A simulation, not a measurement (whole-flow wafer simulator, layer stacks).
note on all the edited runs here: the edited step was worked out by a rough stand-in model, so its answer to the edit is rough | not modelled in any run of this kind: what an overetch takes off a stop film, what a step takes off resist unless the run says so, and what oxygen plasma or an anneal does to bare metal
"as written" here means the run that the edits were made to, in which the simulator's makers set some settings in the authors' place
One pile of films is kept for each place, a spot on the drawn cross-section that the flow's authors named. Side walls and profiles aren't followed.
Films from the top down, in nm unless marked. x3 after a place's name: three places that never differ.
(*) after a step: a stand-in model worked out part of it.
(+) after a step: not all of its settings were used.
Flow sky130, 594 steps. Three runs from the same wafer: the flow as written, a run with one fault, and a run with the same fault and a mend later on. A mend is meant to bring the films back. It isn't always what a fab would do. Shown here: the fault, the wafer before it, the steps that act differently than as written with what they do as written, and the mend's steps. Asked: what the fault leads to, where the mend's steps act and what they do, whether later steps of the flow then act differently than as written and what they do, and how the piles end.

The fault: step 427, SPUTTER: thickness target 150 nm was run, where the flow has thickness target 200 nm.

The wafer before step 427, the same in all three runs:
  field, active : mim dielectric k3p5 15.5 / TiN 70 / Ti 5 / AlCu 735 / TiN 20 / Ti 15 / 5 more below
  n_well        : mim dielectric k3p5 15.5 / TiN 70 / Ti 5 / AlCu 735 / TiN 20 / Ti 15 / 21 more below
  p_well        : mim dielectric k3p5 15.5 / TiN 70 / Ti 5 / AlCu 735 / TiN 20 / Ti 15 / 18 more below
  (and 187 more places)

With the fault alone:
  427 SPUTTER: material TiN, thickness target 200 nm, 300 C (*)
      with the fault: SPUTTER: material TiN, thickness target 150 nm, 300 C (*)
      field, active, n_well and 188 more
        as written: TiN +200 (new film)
        with the fault: TiN +150 (new film)
  Later steps of the flow that act differently than as written (3 more steps differ only slightly, by at most 2% or 0.5 nm, whichever is larger, and aren't shown):
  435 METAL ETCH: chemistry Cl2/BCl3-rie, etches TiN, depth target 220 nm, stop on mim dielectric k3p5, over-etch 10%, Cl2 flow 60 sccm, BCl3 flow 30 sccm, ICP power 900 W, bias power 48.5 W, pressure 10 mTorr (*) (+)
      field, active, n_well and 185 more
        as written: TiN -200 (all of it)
        with the fault: TiN -150 (all of it)
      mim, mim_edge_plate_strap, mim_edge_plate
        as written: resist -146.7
        with the fault: resist -110
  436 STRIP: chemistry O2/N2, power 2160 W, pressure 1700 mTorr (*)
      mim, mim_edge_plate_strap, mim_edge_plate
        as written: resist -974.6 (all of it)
        with the fault: resist -1011.3 (all of it)
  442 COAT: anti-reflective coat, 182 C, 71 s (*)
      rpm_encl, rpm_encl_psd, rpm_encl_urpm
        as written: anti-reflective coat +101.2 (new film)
        with the fault: anti-reflective coat +104.1 (new film)
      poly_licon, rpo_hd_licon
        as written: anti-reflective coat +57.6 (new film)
        with the fault: anti-reflective coat +71.3 (new film)
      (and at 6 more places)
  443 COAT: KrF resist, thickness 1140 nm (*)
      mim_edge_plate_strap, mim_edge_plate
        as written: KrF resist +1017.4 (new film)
        with the fault: KrF resist +1067.4 (new film)
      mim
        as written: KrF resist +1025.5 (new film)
        with the fault: KrF resist +1070 (new film)
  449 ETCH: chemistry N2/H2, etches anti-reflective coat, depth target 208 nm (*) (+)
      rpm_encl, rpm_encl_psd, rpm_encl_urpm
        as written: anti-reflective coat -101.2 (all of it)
        with the fault: anti-reflective coat -104.1 (all of it)
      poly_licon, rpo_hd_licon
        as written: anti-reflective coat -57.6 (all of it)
        with the fault: anti-reflective coat -71.3 (all of it)
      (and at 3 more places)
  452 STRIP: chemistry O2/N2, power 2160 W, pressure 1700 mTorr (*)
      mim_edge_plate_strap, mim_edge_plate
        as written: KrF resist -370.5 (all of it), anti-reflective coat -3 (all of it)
        with the fault: KrF resist -420.4 (all of it), anti-reflective coat -3 (all of it)
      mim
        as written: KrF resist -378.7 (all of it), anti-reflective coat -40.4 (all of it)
        with the fault: KrF resist -423 (all of it), anti-reflective coat -30.8 (all of it)
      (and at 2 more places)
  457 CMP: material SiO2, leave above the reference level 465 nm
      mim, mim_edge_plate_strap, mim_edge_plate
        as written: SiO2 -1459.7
        with the fault: SiO2 -1409.7
  At the end the piles differ from the flow's by more than 2% or 0.5 nm, whichever is larger, at mim, mim_edge_plate_strap, mim_edge_plate.
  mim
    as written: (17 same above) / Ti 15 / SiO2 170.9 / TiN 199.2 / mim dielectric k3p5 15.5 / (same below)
    with the fault: (17 same above) / Ti 15 / SiO2 220.9 / TiN 149.2 / mim dielectric k3p5 15.5 / (same below)
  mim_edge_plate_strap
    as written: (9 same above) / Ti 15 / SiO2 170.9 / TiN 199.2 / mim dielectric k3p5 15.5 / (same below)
    with the fault: (9 same above) / Ti 15 / SiO2 220.9 / TiN 149.2 / mim dielectric k3p5 15.5 / (same below)
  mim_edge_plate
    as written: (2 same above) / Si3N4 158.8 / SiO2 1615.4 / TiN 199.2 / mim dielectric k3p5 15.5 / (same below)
    with the fault: (2 same above) / Si3N4 158.8 / SiO2 1665.4 / TiN 149.2 / mim dielectric k3p5 15.5 / (same below)

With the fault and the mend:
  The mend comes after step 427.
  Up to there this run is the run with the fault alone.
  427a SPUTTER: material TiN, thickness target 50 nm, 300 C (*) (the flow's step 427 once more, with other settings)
      field, active, n_well and 188 more
        TiN +50
  No later step of the flow acts differently than as written at any place that is followed.
  At the end the piles are the same as the flow's at every place that both follow.
